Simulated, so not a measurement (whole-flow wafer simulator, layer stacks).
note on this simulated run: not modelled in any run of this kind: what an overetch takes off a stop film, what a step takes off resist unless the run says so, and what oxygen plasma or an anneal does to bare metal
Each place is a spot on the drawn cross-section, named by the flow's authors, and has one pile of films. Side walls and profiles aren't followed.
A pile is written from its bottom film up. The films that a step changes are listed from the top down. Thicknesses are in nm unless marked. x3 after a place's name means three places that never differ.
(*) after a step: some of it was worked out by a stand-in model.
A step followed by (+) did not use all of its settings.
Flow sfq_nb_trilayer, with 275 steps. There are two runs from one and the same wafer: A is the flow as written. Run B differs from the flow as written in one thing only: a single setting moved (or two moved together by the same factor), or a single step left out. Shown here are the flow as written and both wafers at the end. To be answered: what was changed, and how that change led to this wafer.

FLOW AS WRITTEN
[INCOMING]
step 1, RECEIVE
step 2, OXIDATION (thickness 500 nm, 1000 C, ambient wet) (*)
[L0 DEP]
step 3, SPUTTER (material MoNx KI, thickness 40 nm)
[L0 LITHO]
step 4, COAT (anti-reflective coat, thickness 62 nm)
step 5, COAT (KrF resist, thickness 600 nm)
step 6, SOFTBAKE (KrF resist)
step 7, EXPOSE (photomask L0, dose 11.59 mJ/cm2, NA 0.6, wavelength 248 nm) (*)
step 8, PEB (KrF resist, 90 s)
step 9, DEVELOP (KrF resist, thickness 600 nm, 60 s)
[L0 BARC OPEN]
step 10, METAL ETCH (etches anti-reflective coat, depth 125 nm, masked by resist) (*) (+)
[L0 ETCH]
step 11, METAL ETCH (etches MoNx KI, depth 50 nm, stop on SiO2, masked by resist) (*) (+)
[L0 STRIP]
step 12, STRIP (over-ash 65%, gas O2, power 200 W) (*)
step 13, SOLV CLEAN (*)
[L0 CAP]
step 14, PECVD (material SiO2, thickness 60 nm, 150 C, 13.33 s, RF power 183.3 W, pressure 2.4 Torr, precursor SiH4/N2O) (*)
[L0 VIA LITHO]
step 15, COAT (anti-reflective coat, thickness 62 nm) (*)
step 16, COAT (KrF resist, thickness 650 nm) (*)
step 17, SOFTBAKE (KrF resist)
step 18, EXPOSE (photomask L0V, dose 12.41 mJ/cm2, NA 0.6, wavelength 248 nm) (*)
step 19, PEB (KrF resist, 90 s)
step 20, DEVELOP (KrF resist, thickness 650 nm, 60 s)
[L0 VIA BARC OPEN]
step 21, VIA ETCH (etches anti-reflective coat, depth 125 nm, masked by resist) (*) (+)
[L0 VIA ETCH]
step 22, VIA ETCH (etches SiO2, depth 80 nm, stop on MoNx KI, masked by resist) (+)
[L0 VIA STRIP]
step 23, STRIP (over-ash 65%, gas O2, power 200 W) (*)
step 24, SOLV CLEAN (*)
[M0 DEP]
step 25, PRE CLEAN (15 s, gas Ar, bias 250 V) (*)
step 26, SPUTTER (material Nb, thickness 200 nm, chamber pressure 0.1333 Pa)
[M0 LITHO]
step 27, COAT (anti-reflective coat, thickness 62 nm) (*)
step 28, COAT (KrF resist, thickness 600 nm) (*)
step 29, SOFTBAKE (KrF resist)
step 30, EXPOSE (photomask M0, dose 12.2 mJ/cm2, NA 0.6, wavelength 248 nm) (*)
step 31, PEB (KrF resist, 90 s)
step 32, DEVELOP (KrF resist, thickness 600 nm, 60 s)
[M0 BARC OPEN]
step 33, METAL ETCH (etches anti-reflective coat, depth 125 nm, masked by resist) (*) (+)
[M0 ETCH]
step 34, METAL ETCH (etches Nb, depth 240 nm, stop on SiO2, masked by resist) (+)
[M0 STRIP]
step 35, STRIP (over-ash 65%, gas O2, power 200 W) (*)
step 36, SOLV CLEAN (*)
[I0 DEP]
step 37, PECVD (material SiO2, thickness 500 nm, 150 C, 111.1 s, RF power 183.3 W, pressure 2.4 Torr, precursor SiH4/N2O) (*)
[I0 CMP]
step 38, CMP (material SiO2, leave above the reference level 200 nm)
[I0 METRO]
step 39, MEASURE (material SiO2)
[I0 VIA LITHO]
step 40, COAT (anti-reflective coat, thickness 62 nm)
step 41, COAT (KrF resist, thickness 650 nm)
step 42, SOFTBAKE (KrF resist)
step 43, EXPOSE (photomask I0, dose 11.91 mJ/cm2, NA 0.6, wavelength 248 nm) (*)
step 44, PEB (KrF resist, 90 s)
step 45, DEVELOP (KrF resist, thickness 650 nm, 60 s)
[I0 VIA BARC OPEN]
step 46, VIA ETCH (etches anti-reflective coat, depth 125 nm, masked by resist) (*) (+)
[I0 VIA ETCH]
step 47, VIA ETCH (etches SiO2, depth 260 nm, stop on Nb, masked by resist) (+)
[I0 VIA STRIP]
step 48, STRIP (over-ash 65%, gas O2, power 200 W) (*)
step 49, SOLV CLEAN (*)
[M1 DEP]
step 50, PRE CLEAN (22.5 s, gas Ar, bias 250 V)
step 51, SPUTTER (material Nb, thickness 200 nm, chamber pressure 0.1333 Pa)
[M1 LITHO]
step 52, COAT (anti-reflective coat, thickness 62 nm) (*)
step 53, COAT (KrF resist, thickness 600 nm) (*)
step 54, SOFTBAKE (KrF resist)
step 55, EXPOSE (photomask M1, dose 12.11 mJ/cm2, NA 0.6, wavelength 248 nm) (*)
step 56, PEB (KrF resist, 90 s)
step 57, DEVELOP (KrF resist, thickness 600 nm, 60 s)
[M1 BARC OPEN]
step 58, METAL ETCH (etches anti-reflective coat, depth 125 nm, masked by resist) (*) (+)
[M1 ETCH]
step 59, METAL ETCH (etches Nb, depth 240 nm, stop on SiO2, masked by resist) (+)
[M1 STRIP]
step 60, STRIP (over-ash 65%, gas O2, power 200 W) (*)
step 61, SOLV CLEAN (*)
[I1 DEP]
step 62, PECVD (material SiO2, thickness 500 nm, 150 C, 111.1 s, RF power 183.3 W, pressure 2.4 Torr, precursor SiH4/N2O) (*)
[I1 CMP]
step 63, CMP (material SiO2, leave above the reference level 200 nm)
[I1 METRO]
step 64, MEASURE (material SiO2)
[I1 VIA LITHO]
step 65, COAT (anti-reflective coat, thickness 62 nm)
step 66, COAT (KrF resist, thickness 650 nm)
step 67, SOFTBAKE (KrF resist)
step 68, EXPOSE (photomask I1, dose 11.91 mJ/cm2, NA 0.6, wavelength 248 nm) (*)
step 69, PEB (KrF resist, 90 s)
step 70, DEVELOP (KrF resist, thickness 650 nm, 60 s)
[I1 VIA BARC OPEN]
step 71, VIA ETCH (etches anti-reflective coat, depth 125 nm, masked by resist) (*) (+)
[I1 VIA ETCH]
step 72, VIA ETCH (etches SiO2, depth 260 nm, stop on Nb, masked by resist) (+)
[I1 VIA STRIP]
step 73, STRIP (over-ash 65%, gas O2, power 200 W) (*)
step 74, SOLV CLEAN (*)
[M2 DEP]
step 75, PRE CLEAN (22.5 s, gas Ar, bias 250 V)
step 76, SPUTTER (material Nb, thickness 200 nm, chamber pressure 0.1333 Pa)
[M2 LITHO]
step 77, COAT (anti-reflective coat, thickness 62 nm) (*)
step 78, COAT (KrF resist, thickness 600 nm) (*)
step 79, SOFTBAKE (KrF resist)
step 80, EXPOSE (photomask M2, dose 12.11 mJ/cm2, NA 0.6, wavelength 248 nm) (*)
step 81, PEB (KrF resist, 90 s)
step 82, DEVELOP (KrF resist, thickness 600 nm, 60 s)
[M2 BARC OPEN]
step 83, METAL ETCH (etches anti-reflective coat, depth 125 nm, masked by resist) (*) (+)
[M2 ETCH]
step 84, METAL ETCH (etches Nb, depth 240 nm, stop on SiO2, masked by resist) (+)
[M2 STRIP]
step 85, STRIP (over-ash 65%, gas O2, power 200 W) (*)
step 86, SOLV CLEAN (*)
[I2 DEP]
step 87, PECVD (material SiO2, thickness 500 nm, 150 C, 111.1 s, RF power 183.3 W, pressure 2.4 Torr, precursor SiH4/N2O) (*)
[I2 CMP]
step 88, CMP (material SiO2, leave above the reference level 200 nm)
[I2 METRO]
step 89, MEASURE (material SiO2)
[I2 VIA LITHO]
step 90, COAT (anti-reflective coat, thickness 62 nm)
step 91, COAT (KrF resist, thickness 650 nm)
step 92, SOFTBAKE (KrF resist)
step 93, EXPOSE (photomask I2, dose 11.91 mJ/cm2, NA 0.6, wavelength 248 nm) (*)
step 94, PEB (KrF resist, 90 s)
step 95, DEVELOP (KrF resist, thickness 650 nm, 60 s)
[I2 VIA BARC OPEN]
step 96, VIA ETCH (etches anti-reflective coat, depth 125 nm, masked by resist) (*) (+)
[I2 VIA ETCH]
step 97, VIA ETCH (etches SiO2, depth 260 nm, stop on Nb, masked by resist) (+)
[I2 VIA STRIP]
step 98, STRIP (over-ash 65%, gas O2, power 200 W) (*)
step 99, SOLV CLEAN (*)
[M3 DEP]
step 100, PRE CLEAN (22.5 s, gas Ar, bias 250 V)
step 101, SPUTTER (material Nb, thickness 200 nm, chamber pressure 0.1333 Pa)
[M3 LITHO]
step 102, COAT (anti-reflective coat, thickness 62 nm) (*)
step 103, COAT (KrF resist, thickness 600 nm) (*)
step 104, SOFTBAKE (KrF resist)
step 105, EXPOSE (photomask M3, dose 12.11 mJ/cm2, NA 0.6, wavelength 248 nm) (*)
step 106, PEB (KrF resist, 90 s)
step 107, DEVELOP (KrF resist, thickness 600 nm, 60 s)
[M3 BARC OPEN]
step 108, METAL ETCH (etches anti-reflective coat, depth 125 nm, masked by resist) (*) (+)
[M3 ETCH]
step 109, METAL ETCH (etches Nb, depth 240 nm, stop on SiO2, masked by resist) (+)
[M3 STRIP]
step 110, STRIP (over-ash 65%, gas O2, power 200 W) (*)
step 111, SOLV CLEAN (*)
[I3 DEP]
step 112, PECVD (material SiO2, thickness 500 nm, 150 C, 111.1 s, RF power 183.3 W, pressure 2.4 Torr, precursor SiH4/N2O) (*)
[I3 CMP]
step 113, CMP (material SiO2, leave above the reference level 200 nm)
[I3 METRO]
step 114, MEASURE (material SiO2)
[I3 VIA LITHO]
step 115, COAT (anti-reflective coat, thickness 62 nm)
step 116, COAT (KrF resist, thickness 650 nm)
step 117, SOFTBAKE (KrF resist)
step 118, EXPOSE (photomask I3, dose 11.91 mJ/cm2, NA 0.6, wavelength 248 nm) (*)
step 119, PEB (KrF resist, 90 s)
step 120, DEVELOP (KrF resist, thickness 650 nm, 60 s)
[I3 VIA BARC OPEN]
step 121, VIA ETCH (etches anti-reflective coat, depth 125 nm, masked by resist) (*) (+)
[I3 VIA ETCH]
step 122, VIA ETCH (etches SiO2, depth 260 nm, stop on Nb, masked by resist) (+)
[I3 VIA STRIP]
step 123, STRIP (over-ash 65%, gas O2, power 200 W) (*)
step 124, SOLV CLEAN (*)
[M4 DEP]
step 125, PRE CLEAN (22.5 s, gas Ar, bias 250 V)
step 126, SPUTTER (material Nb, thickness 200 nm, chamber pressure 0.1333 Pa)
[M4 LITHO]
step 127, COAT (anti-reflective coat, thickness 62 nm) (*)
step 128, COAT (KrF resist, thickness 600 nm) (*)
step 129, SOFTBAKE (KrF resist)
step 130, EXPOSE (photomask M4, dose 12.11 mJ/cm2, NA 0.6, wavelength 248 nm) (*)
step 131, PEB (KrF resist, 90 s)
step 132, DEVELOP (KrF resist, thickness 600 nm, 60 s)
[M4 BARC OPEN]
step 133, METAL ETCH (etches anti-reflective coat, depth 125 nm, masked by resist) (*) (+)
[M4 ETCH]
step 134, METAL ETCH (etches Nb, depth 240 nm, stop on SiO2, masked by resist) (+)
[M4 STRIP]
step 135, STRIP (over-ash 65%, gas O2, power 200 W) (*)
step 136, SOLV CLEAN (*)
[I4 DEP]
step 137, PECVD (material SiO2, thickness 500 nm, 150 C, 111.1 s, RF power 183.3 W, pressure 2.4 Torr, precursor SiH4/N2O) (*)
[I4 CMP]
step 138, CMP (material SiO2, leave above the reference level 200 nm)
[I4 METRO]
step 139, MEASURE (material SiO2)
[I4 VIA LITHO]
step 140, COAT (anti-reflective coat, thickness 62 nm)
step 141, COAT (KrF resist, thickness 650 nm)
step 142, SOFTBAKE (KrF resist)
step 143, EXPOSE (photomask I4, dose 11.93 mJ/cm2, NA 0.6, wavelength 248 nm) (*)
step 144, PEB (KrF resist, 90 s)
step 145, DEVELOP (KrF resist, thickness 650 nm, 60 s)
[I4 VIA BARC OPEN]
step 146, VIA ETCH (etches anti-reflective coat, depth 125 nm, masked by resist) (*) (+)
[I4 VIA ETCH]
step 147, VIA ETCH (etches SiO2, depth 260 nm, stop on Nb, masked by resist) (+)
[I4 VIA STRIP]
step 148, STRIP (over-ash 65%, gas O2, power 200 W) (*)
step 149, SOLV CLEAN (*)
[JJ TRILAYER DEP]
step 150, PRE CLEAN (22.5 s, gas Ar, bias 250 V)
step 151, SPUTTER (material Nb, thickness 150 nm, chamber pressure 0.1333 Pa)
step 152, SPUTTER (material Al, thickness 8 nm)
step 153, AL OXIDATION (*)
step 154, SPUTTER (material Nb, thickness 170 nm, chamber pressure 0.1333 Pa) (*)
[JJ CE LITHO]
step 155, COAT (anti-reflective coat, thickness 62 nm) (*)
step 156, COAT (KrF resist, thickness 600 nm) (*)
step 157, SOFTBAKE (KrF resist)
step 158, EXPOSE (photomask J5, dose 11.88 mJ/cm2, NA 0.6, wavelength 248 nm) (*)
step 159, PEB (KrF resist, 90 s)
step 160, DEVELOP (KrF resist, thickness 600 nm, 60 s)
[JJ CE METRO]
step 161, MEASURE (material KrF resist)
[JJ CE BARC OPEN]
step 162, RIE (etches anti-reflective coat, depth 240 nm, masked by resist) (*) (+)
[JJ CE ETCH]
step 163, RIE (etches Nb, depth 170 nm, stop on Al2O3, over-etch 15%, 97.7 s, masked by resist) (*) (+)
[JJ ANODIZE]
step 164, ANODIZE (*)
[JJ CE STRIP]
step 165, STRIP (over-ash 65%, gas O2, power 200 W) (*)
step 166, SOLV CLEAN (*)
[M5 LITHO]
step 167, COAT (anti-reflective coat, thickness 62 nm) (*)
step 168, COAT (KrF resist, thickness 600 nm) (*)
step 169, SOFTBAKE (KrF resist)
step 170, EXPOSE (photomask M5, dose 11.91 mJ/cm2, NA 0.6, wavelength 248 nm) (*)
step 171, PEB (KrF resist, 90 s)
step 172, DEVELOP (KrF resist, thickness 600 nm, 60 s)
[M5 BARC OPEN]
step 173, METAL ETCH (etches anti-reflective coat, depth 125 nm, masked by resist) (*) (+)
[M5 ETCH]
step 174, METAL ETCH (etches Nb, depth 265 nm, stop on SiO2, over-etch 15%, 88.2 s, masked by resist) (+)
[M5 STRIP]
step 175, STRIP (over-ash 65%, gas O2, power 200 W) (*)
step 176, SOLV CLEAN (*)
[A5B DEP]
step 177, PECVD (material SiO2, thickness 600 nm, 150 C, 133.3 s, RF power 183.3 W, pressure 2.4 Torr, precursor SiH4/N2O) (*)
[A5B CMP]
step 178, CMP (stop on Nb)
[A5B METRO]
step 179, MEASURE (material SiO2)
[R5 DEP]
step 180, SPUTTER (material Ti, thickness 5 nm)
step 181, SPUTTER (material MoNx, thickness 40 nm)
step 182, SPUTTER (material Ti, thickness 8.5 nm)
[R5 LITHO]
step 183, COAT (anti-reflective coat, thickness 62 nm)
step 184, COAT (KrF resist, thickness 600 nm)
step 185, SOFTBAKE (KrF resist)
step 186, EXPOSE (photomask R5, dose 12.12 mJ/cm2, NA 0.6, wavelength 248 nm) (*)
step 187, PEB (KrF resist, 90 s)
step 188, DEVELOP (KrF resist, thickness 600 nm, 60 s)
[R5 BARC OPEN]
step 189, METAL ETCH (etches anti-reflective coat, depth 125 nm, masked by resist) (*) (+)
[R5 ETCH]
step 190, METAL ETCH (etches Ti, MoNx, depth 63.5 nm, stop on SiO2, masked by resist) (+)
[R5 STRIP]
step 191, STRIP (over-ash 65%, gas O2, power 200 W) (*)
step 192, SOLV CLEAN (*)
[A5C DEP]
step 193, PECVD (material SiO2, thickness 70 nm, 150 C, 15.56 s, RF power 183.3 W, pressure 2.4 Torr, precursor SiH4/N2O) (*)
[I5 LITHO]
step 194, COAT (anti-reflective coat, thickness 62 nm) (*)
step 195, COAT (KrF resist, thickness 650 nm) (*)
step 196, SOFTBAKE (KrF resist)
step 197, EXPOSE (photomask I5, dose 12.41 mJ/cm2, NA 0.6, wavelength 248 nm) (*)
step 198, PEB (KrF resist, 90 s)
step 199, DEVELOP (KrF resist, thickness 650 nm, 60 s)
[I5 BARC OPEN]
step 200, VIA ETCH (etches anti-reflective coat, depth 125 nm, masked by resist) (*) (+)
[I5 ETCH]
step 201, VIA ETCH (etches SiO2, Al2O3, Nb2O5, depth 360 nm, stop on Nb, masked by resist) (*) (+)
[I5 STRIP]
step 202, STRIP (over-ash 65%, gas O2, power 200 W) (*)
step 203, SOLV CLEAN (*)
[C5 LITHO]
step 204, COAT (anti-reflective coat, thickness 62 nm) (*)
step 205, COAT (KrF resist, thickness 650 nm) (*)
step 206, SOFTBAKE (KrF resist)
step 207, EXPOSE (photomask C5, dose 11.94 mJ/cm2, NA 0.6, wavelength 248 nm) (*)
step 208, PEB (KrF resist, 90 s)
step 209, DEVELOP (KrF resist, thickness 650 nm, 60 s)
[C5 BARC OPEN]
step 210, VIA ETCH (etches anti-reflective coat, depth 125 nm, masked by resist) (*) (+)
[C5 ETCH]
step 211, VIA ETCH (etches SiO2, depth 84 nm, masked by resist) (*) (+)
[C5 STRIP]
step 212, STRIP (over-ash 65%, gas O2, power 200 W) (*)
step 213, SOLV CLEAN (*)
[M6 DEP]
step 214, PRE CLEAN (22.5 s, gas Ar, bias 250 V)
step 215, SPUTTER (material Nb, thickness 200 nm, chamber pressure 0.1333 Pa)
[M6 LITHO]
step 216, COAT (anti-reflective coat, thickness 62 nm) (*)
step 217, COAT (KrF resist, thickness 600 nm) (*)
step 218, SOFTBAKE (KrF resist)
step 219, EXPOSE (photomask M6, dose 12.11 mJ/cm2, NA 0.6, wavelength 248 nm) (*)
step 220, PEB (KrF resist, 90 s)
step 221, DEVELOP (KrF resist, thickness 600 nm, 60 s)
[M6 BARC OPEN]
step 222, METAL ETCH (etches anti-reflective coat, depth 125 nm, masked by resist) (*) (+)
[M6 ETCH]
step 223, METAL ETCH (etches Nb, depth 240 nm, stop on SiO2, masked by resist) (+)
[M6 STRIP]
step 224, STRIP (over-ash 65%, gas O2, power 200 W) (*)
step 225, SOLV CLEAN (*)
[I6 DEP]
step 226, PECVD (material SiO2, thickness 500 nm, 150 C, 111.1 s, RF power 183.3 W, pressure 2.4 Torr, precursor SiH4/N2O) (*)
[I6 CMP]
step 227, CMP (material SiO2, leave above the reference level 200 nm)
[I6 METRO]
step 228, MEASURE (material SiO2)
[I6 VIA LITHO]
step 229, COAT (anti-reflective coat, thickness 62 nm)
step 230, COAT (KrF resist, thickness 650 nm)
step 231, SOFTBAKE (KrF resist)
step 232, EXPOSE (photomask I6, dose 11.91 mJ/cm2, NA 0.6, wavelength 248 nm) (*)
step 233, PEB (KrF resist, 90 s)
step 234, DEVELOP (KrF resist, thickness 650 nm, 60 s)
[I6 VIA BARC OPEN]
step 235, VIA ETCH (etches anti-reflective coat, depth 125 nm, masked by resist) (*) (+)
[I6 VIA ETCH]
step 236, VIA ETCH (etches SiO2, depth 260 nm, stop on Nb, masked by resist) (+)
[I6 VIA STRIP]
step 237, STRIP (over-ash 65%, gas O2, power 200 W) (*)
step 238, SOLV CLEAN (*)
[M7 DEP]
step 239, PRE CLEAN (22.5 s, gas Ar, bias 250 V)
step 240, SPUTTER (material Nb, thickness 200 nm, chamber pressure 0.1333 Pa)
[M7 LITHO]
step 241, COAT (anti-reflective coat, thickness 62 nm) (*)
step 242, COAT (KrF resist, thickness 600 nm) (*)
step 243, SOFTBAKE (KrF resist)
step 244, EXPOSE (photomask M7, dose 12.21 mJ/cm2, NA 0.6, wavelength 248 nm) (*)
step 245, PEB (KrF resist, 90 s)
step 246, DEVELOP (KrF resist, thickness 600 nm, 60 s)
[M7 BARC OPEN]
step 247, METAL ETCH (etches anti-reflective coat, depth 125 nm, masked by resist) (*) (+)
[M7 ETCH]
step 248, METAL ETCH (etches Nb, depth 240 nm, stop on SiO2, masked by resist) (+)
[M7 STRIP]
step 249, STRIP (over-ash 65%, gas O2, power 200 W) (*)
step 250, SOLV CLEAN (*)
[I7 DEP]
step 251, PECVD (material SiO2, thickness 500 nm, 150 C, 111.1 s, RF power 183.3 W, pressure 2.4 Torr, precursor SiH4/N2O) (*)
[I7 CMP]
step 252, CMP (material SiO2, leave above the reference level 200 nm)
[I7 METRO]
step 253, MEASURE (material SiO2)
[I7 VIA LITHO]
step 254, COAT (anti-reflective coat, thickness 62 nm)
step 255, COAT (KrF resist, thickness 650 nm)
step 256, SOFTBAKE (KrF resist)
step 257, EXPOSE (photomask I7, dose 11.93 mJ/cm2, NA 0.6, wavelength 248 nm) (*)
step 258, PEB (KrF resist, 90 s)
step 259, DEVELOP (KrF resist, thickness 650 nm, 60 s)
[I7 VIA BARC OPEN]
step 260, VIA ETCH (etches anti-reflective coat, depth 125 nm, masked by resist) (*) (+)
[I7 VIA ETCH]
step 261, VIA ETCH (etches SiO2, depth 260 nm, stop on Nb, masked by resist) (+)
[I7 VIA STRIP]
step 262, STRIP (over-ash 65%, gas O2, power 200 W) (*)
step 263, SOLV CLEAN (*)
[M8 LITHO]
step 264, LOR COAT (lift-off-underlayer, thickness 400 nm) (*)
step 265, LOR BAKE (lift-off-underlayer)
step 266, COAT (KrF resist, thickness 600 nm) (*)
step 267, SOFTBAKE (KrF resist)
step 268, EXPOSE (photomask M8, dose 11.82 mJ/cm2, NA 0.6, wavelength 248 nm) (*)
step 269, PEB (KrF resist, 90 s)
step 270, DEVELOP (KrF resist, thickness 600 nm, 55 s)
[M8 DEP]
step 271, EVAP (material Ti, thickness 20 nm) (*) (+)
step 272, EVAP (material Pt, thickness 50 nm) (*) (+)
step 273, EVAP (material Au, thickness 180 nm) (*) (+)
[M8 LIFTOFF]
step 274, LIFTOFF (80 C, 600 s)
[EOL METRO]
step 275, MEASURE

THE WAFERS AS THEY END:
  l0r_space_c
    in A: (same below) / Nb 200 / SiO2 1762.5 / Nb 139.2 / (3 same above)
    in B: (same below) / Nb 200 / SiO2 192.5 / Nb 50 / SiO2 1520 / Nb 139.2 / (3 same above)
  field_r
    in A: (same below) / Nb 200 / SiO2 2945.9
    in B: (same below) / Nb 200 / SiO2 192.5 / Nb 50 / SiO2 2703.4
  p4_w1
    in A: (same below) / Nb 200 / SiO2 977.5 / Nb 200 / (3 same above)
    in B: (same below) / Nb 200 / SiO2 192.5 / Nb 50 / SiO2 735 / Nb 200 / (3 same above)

What caused this: step 59, METAL ETCH: depth 150 nm was run, whereas the flow has depth 240 nm.

The path from the change to this, step by step:
  step 59, METAL ETCH (etches Nb, depth 240 nm, stop on SiO2, masked by resist) (+)
      field_l, be, be_sur and 79 more: A -200 Nb (all of it) | B -150 Nb
      v_sur, via_wl, via_w and 21 more: A -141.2 KrF resist | B -88.2 KrF resist
  step 60, STRIP (over-ash 65%, gas O2, power 200 W) (*)
      wl_j_sl, wl_jj, wl_j_sr and 13 more: A -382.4 KrF resist (all of it), -62 anti-reflective coat (all of it) | B -435.3 KrF resist (all of it), -62 anti-reflective coat (all of it)
      v_sur: A -365.9 KrF resist (all of it), -61.1 anti-reflective coat (all of it) | B -418.8 KrF resist (all of it), -61.1 anti-reflective coat (all of it)
      (as well as at 7 more places)
  step 62, PECVD (material SiO2, thickness 500 nm, 150 C, 111.1 s, RF power 183.3 W, pressure 2.4 Torr, precursor SiH4/N2O) (*)
      field_l, be, be_sur and 72 more: A +500 SiO2 | B +500 SiO2 (new film)
      lsp_m, ln_m6, lsp_r, l0_sur, l0v: A +494.9 SiO2 | B +500 SiO2 (new film)
      (as well as at 2 more places)
  step 63, CMP (material SiO2, leave above the reference level 200 nm)
      field_l, be, be_sur and 72 more: A -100 SiO2 | B -150 SiO2
      lsp_m, ln_m6, lsp_r, l0_sur, l0v: A -94.9 SiO2 | B -150 SiO2
If metal films that touch count as one body, l0r_space_c has 3 bodies (between them, from the top down: SiO2 1520; SiO2 192.5); the flow as written gives 2 bodies (between them, from the top down: SiO2 1762.5).
If metal films that touch count as one body, field_r has 2 bodies (between them, from the top down: SiO2 192.5); the flow as written gives 1 body.
If metal films that touch count as one body, p4_w1 has 4 bodies (between them, from the top down: SiO2 192.5; SiO2 735; SiO2 192.5); the flow as written gives 3 bodies (between them, from the top down: SiO2 192.5; SiO2 977.5).
